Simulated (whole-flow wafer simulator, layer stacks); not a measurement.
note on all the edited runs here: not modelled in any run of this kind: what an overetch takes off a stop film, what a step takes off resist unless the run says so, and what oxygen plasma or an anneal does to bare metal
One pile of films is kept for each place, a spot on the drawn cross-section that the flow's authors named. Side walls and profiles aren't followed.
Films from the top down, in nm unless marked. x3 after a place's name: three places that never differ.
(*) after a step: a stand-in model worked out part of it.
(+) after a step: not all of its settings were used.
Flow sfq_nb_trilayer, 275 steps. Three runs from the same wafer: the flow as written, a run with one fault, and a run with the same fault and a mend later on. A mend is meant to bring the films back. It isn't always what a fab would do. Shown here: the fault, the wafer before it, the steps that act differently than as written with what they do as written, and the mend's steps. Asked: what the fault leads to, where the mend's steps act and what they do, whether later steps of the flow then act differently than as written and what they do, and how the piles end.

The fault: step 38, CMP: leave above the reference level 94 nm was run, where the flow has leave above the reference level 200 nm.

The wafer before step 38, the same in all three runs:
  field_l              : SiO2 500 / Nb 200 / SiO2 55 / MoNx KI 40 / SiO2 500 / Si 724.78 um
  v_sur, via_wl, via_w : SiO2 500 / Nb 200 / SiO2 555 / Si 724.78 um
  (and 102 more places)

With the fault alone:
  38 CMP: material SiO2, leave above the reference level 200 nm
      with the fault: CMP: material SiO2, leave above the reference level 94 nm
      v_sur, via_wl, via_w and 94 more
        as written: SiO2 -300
        with the fault: SiO2 -406
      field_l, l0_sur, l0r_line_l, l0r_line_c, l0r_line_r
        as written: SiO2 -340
        with the fault: SiO2 -446
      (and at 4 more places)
  Later steps of the flow that act differently than as written (3 more steps differ only slightly, by at most 2% or 0.5 nm, whichever is larger, and aren't shown):
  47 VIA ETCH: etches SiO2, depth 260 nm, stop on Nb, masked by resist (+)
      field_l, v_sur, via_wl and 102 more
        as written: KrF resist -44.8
        with the fault: KrF resist -24.3
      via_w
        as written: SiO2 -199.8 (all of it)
        with the fault: SiO2 -93.8 (all of it)
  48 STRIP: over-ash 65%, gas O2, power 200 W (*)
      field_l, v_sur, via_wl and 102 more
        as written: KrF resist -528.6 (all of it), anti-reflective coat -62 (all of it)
        with the fault: KrF resist -549.2 (all of it), anti-reflective coat -62 (all of it)
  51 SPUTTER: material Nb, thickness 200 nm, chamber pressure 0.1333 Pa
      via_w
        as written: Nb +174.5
        with the fault: Nb +195.5
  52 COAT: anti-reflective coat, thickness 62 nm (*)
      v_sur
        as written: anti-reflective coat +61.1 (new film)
        with the fault: anti-reflective coat +57.8 (new film)
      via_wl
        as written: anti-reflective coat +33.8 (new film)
        with the fault: anti-reflective coat +37.8 (new film)
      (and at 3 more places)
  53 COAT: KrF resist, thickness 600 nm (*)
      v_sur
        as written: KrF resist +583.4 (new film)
        with the fault: KrF resist +595.4 (new film)
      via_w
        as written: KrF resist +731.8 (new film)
        with the fault: KrF resist +645 (new film)
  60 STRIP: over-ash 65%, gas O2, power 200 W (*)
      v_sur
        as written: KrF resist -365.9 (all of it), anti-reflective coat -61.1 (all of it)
        with the fault: KrF resist -377.8 (all of it), anti-reflective coat -57.8 (all of it)
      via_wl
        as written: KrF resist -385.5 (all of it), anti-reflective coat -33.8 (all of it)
        with the fault: KrF resist -394.3 (all of it), anti-reflective coat -37.8 (all of it)
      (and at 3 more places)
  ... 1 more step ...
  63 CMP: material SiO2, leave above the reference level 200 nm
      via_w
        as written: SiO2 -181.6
        with the fault: SiO2 -202.5
  At the end the piles differ from the flow's by more than 2% or 0.5 nm, whichever is larger, at field_l, v_sur, via_wl and 103 more.
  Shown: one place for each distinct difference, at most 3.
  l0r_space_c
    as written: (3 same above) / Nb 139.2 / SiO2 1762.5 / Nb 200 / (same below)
    with the fault: (3 same above) / Nb 139.2 / SiO2 1656.5 / Nb 200 / (same below)
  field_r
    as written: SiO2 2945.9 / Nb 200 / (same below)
    with the fault: SiO2 2839.9 / Nb 200 / (same below)
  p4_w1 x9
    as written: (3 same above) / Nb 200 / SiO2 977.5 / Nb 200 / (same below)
    with the fault: (3 same above) / Nb 200 / SiO2 871.5 / Nb 200 / (same below)

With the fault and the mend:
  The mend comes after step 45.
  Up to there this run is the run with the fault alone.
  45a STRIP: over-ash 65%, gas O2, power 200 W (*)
      field_l, v_sur, via_wl and 102 more
        KrF resist -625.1 (all of it), anti-reflective coat -62 (all of it)
      via_w
        anti-reflective coat -62 (all of it)
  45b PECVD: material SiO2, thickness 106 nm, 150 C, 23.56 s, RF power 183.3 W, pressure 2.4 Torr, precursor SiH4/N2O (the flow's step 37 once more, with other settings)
      field_l, v_sur, via_wl and 103 more
        SiO2 +106
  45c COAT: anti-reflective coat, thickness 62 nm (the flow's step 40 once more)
      field_l, v_sur, via_wl and 103 more
        anti-reflective coat +62 (new film)
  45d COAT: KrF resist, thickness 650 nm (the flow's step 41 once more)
      field_l, v_sur, via_wl and 103 more
        KrF resist +650 (new film)
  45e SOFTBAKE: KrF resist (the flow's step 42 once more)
      changes no film at any place that is followed
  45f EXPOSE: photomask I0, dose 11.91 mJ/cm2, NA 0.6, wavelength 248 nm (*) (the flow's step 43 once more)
      changes no film at any place that is followed
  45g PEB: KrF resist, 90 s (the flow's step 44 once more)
      field_l, v_sur, via_wl and 103 more
        KrF resist -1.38
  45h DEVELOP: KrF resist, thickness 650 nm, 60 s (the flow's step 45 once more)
      field_l, v_sur, via_wl and 102 more
        KrF resist -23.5
      via_w
        KrF resist -648.6 (all of it)
  No later step of the flow acts differently than as written at any place that is followed.
  At the end the piles are the same as the flow's at every place that both follow.
